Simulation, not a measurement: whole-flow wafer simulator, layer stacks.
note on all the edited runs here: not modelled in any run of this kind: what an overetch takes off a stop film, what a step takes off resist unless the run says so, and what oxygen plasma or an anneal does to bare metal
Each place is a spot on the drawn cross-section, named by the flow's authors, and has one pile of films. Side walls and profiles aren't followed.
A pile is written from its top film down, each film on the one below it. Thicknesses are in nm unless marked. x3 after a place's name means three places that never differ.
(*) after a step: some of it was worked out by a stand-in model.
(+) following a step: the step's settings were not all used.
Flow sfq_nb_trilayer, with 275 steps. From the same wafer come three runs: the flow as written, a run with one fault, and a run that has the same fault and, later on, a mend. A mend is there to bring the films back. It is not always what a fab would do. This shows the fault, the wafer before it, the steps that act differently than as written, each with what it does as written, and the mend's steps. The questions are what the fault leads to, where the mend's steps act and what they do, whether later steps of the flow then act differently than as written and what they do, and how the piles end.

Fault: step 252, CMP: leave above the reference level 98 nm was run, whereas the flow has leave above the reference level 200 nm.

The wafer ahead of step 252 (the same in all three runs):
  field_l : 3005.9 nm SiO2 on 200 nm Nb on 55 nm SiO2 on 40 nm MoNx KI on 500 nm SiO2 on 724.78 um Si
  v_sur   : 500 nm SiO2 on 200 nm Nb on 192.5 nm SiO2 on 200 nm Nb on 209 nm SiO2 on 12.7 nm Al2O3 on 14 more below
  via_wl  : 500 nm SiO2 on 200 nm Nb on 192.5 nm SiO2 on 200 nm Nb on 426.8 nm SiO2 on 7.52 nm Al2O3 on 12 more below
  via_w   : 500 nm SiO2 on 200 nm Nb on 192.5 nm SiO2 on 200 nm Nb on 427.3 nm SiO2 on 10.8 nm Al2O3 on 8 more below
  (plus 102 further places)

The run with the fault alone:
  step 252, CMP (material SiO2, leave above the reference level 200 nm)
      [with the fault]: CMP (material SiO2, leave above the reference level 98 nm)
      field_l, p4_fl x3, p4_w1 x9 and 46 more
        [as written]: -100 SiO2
        [with the fault]: -202 SiO2
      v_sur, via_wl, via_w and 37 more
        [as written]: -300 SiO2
        [with the fault]: -402 SiO2
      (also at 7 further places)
  Steps further on in the flow that do not act as written (2 other steps are not shown; they differ only slightly, by no more than 2% or 0.5 nm, whichever is larger):
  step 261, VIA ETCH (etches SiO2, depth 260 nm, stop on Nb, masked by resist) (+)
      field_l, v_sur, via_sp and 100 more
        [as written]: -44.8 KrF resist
        [with the fault]: -25.3 KrF resist
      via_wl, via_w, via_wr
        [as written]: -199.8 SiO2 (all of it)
        [with the fault]: -97.8 SiO2 (all of it)
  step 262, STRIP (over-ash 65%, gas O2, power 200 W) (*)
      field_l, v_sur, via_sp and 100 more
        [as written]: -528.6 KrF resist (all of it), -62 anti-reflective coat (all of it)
        [with the fault]: -548.1 KrF resist (all of it), -62 anti-reflective coat (all of it)
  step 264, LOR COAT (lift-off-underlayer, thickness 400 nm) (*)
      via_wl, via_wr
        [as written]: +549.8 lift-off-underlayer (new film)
        [with the fault]: +473.4 lift-off-underlayer (new film)
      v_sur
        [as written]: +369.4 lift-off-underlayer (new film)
        [with the fault]: +385 lift-off-underlayer (new film)
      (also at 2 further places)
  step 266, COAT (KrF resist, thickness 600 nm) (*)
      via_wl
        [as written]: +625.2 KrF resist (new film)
        [with the fault]: +612.3 KrF resist (new film)
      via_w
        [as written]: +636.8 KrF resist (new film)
        [with the fault]: +618 KrF resist (new film)
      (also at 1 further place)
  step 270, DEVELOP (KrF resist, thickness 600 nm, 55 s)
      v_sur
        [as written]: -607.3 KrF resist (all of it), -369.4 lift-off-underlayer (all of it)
        [with the fault]: -603 KrF resist (all of it), -385 lift-off-underlayer (all of it)
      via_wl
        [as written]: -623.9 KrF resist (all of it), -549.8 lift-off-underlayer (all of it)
        [with the fault]: -611 KrF resist (all of it), -473.4 lift-off-underlayer (all of it)
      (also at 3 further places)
  The piles end different from the flow's at field_l, v_sur, via_sp and 100 more by more than 2% or 0.5 nm, whichever is larger.
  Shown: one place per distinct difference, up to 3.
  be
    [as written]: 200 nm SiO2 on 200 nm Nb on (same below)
    [with the fault]: 98 nm SiO2 on 200 nm Nb on (same below)
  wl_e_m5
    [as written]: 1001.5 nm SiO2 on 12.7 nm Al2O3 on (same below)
    [with the fault]: 899.5 nm SiO2 on 12.7 nm Al2O3 on (same below)
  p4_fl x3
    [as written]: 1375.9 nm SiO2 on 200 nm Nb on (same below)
    [with the fault]: 1273.9 nm SiO2 on 200 nm Nb on (same below)

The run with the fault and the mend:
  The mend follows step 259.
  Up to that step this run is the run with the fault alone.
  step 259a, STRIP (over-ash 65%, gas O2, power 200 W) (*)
      field_l, v_sur, via_sp and 100 more
        -625.1 KrF resist (all of it), -62 anti-reflective coat (all of it)
      via_wl, via_w, via_wr
        -62 anti-reflective coat (all of it)
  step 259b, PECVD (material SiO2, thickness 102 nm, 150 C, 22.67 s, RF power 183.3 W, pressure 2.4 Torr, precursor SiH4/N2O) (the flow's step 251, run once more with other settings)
      field_l, v_sur, via_wl and 103 more
        +102 SiO2
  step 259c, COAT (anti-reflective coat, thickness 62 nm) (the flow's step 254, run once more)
      field_l, v_sur, via_wl and 103 more
        +62 anti-reflective coat (new film)
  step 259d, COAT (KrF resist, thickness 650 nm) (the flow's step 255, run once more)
      field_l, v_sur, via_wl and 103 more
        +650 KrF resist (new film)
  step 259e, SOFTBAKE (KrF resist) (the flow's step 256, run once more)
      leaves every film unchanged at each place that is followed
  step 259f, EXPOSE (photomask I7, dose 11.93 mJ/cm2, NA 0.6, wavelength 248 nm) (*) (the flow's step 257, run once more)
      leaves every film unchanged at each place that is followed
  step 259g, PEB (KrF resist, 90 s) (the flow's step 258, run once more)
      field_l, v_sur, via_wl and 103 more
        -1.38 KrF resist
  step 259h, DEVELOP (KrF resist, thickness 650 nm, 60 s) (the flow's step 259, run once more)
      field_l, v_sur, via_sp and 100 more
        -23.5 KrF resist
      via_wl, via_w, via_wr
        -648.6 KrF resist (all of it)
  Later steps of the flow that are run all act as written at every place that is followed.
  The piles end the same as the flow's at every place that both follow.
